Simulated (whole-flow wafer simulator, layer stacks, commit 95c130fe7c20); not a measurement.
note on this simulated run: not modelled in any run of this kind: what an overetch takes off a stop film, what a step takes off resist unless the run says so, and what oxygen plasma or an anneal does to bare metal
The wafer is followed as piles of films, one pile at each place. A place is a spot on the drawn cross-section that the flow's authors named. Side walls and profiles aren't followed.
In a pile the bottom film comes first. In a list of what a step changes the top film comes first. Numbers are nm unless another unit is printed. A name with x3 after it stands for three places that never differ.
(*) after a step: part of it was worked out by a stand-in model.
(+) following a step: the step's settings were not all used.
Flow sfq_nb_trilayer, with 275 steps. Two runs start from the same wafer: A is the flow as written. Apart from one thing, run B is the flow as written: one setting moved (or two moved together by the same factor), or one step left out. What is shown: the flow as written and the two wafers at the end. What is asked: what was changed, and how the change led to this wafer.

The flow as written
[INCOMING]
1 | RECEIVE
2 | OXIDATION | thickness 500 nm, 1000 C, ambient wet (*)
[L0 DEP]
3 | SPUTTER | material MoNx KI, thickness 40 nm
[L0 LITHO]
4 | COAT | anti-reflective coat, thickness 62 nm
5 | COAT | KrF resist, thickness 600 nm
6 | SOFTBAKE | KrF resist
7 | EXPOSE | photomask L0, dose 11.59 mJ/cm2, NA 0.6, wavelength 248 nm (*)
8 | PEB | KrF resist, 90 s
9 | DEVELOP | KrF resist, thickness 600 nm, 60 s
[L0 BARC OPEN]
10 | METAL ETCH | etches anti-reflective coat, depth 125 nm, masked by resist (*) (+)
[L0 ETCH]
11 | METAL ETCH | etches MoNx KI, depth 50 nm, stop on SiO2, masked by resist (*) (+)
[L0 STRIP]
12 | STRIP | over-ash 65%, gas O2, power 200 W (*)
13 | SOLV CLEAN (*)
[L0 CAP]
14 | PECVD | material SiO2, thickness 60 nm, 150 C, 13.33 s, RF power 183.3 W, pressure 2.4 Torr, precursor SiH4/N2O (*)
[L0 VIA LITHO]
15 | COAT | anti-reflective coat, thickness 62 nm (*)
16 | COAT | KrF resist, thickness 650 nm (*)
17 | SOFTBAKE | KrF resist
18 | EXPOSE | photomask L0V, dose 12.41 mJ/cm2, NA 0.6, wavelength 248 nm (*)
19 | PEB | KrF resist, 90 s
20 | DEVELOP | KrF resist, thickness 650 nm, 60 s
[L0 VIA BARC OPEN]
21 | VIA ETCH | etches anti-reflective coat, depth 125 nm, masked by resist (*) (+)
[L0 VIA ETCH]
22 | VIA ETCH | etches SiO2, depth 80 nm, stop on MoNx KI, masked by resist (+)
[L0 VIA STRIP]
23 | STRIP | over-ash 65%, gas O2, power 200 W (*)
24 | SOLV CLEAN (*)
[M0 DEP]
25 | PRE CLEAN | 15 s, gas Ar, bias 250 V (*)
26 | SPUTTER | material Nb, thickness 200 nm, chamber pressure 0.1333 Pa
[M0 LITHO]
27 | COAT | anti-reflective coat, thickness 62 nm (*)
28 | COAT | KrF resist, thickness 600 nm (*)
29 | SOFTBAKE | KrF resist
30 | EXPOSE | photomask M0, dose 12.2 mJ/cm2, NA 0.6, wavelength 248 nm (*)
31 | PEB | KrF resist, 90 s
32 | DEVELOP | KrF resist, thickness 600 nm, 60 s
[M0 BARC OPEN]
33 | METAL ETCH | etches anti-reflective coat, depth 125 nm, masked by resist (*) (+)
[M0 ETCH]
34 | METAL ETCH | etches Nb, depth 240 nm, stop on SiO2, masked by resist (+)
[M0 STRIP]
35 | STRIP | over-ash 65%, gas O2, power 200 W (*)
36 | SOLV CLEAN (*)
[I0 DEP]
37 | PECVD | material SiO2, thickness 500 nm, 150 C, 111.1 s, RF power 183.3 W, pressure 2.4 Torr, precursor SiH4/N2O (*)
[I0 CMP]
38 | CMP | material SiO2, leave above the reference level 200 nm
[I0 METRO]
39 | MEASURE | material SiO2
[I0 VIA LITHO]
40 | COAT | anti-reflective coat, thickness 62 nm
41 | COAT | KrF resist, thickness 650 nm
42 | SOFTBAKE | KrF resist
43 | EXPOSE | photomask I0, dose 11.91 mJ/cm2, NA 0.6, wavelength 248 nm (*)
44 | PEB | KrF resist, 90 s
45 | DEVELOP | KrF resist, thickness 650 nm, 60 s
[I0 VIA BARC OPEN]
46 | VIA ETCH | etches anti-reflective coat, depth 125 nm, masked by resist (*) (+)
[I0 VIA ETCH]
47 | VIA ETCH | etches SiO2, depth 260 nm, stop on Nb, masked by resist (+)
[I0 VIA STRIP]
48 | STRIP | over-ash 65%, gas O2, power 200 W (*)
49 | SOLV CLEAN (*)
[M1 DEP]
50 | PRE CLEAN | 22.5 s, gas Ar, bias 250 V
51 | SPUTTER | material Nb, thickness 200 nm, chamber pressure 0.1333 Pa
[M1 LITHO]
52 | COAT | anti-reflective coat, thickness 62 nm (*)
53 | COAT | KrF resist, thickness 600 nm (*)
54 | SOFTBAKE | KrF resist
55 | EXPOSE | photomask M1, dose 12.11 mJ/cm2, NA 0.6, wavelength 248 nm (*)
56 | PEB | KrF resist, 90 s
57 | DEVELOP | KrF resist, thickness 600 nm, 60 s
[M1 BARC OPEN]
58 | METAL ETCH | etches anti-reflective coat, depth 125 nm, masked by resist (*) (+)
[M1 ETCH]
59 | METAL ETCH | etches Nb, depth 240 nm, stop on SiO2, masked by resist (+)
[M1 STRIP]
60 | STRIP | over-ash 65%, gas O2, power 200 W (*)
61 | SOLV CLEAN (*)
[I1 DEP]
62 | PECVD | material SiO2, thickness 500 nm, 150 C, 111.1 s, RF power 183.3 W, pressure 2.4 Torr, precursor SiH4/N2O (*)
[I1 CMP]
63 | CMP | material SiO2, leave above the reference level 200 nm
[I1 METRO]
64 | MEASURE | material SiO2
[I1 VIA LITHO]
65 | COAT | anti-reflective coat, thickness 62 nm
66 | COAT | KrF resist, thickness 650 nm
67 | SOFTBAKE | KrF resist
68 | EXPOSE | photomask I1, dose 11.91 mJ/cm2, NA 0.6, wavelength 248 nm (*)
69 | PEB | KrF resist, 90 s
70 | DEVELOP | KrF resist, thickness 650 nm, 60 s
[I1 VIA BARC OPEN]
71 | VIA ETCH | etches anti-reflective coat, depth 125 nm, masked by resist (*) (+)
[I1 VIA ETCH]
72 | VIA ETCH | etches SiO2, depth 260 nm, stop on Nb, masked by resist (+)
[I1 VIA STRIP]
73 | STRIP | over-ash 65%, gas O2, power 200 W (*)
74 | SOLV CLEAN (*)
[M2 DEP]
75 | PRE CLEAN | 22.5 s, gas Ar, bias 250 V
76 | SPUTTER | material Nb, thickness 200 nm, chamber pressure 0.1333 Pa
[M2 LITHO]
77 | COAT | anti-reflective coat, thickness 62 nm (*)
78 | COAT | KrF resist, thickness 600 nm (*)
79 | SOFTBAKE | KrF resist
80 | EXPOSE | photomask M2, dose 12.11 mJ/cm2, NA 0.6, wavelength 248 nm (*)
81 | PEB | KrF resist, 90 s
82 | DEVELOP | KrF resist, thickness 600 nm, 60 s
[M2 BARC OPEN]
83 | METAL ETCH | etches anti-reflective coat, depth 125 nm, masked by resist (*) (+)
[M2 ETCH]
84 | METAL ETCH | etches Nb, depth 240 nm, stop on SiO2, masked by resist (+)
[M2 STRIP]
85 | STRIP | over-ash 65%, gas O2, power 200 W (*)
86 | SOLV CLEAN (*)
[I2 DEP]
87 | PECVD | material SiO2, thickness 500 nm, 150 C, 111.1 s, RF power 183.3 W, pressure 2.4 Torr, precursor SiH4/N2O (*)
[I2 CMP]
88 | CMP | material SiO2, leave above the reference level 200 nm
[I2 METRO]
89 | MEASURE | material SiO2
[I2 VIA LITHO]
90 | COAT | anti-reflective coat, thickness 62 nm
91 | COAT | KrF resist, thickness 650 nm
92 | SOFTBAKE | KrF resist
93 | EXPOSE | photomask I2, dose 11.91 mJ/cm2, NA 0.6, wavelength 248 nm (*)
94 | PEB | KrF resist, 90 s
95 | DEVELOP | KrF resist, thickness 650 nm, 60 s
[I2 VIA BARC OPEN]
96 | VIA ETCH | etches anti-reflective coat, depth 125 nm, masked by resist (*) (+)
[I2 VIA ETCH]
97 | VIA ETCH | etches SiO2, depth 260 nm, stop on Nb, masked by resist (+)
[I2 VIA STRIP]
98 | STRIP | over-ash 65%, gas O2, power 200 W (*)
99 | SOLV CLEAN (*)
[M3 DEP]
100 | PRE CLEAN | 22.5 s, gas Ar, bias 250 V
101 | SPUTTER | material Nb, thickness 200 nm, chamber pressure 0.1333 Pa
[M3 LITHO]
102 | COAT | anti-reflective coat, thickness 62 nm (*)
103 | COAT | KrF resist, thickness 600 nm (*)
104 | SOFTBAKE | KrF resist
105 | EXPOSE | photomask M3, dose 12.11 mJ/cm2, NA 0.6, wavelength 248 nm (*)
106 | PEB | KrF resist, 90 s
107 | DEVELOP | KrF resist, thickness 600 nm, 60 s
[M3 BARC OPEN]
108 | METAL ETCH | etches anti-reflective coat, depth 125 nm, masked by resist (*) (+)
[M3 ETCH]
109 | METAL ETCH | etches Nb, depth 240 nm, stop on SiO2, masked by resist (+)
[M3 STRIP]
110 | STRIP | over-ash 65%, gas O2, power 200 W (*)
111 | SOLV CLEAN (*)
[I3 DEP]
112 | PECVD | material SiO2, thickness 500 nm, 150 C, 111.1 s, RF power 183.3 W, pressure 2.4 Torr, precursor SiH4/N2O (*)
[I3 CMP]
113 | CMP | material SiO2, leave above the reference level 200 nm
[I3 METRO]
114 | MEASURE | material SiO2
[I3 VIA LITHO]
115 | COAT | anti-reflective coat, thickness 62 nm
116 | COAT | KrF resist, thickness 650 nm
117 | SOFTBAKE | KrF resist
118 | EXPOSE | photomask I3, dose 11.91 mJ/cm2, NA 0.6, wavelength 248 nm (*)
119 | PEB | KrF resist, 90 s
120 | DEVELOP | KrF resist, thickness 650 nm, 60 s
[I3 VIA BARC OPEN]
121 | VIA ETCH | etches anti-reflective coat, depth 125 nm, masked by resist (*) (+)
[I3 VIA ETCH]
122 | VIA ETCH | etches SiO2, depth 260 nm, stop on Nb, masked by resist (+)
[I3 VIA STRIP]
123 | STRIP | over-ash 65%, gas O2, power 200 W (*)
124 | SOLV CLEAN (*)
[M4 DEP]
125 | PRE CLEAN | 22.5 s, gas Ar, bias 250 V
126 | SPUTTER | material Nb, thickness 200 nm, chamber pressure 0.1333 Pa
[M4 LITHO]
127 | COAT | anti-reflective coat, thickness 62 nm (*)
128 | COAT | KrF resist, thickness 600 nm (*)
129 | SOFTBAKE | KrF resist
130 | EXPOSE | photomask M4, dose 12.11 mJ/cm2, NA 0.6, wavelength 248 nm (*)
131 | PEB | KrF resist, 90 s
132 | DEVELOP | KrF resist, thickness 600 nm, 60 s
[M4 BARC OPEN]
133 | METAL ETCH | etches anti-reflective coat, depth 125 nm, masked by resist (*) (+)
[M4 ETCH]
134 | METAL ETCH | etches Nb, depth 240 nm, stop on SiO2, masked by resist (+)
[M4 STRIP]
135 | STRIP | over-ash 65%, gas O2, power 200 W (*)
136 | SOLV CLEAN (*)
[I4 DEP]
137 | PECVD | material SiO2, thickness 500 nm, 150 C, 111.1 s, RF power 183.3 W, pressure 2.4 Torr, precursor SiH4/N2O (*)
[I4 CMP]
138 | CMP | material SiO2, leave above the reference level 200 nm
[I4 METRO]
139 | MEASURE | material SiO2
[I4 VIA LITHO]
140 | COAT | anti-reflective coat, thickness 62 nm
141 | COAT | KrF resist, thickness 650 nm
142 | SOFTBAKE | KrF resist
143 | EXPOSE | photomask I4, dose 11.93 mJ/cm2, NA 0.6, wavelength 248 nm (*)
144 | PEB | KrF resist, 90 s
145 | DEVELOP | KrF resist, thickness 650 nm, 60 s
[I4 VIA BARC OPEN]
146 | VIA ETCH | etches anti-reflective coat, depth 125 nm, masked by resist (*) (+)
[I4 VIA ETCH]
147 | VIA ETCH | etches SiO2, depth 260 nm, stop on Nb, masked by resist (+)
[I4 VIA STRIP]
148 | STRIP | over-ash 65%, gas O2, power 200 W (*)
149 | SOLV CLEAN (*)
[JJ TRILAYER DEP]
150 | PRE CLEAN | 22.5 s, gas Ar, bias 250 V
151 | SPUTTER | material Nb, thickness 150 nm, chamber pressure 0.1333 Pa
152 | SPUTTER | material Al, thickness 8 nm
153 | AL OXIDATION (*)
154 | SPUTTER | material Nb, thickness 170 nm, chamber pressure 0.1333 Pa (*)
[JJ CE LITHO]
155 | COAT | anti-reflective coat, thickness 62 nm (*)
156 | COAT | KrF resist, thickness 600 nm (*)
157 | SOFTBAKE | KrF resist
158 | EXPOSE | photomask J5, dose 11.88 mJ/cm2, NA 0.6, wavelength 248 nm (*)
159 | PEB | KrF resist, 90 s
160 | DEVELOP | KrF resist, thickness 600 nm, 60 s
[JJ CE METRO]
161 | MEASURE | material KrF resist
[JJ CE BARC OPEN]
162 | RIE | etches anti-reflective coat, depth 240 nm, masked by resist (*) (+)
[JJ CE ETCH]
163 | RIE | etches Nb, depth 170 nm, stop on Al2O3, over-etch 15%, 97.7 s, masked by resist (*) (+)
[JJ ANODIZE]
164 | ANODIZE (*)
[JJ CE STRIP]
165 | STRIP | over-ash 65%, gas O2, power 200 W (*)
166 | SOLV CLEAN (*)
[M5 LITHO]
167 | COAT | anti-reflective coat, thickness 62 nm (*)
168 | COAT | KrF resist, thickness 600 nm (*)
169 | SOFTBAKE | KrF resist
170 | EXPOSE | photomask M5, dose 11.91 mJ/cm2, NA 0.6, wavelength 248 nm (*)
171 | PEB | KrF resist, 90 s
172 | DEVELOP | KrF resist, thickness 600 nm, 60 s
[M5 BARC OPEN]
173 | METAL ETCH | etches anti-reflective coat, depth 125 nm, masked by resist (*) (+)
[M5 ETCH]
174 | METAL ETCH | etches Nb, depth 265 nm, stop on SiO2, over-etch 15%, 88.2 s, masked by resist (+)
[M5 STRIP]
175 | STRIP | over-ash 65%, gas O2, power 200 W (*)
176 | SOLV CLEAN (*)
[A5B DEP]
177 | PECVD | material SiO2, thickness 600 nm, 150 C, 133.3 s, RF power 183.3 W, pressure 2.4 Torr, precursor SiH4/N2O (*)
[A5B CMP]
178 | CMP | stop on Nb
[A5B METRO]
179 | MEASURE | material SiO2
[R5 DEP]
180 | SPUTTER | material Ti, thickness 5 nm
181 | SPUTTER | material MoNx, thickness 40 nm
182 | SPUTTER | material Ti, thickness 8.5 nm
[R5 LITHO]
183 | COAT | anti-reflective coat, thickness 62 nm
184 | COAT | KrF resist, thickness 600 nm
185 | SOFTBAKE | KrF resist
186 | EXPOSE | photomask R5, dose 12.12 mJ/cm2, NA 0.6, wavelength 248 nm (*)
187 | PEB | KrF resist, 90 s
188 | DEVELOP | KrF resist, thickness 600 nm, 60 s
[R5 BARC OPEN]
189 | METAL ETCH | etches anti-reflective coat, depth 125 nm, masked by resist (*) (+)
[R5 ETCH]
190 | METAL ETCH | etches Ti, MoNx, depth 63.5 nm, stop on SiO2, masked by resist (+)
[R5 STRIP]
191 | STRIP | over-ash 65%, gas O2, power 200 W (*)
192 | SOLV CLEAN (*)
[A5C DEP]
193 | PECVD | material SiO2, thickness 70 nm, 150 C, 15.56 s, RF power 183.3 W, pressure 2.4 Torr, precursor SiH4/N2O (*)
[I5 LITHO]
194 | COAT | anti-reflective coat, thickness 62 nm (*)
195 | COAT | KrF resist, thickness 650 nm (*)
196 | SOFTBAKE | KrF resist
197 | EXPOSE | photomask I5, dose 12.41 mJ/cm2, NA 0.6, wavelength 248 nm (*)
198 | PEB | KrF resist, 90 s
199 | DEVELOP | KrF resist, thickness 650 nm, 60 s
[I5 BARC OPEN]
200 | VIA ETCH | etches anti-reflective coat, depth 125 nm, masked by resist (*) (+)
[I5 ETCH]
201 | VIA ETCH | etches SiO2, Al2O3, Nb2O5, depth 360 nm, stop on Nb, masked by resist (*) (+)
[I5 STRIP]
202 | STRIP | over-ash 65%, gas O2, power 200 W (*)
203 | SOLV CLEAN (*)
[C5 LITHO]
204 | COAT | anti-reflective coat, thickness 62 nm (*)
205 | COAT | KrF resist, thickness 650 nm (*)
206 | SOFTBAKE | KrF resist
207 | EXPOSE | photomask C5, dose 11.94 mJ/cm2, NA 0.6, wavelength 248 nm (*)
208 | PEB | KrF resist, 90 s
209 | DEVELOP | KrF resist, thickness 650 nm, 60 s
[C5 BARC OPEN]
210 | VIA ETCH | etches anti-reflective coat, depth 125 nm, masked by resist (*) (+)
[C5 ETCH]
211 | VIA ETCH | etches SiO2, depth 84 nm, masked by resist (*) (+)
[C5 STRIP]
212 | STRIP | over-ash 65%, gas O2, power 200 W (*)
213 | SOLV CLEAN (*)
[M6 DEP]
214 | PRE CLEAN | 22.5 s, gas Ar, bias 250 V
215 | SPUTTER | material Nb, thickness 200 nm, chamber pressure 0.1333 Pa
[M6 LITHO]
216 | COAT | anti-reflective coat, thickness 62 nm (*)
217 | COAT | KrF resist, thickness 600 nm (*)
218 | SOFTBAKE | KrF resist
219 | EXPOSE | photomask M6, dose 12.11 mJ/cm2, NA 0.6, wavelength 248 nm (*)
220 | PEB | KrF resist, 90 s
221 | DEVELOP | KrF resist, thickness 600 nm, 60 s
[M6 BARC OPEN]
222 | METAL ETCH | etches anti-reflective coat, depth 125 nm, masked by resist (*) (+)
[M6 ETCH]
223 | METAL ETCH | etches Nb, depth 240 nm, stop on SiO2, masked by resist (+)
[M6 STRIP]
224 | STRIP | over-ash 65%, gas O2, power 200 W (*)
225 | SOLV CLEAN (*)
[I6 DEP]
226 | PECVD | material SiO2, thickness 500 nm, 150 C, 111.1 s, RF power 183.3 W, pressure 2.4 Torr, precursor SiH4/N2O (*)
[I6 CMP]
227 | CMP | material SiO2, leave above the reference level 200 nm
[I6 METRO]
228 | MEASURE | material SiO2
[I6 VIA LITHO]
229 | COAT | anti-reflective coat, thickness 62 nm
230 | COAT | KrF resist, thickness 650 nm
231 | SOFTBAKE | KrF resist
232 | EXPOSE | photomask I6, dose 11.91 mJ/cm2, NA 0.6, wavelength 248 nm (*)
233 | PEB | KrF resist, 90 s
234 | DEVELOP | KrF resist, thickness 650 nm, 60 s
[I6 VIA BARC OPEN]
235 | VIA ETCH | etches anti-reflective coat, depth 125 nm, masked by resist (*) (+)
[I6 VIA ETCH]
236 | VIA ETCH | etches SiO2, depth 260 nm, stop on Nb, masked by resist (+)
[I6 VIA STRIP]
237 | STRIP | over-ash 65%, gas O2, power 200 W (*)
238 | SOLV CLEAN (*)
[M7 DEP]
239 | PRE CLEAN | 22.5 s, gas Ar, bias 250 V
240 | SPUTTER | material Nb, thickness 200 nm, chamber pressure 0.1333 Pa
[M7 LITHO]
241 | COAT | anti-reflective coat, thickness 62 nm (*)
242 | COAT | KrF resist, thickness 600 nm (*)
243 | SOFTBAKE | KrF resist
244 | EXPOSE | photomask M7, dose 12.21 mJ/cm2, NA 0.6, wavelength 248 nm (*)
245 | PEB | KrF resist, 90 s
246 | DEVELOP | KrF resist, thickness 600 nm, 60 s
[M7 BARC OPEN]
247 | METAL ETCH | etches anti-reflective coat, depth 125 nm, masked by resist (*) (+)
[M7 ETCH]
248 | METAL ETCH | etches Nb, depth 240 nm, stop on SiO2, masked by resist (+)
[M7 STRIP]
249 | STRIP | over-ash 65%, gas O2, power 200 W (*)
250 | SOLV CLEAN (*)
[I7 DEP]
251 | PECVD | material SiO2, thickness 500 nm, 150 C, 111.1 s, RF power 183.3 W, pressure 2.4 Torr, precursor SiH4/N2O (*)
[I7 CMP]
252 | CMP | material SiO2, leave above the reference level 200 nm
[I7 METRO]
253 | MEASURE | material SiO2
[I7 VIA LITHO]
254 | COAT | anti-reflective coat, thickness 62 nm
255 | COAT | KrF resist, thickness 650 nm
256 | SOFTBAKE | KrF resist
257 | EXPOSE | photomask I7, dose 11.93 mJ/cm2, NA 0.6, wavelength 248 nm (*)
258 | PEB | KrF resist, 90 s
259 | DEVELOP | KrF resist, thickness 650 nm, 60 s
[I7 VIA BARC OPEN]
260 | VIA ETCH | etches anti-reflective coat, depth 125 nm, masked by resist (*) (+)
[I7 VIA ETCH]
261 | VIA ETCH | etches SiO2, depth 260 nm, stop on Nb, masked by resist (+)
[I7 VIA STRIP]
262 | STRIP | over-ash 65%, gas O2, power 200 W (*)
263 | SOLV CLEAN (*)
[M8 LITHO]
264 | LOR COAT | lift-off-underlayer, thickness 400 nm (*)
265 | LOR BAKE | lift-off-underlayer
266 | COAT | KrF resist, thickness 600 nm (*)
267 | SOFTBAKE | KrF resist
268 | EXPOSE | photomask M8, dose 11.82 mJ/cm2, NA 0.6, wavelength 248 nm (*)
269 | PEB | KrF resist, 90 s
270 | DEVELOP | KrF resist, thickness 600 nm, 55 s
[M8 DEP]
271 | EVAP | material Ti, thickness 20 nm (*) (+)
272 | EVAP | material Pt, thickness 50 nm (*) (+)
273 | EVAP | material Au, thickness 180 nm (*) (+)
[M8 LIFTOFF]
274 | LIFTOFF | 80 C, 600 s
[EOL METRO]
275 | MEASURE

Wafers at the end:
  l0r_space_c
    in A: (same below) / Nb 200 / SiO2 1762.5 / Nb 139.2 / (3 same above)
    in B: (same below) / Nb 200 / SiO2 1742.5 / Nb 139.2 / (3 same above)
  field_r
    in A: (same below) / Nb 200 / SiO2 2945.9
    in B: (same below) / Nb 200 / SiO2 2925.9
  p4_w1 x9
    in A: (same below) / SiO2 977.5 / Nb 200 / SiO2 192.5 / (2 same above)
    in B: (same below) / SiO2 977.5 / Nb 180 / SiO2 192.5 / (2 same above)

The reason: step 101, SPUTTER: thickness 180 nm was run, whereas the flow has thickness 200 nm.
The wafer itself shows it: p4_w1 x9 has Nb 180, and step 101 as written asks for 200 nm.

The path from the change to this, step by step:
  101 | SPUTTER | material Nb, thickness 200 nm, chamber pressure 0.1333 Pa
      field_l, v_sur, via_wl and 102 more: A +200 Nb (new film) | B +180 Nb (new film)
      via_w: A +165.5 Nb | B +148.8 Nb
  102 | COAT | anti-reflective coat, thickness 62 nm (*)
      via_wl: A +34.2 anti-reflective coat (new film) | B +33.3 anti-reflective coat (new film)
  109 | METAL ETCH | etches Nb, depth 240 nm, stop on SiO2, masked by resist (+)
      field_l, be, be_sur and 72 more: A -200 Nb (all of it) | B -180 Nb (all of it)
  110 | STRIP | over-ash 65%, gas O2, power 200 W (*)
      via_wl: A -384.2 KrF resist (all of it), -34.2 anti-reflective coat (all of it) | B -385.2 KrF resist (all of it), -33.3 anti-reflective coat (all of it)
  112 | PECVD | material SiO2, thickness 500 nm, 150 C, 111.1 s, RF power 183.3 W, pressure 2.4 Torr, precursor SiH4/N2O (*)
      p4_g1 x2, p3_s0 x6: A +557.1 SiO2 | B +537.1 SiO2
  113 | CMP | material SiO2, leave above the reference level 200 nm
      field_l, be, be_sur and 64 more: A -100 SiO2 | B -120 SiO2
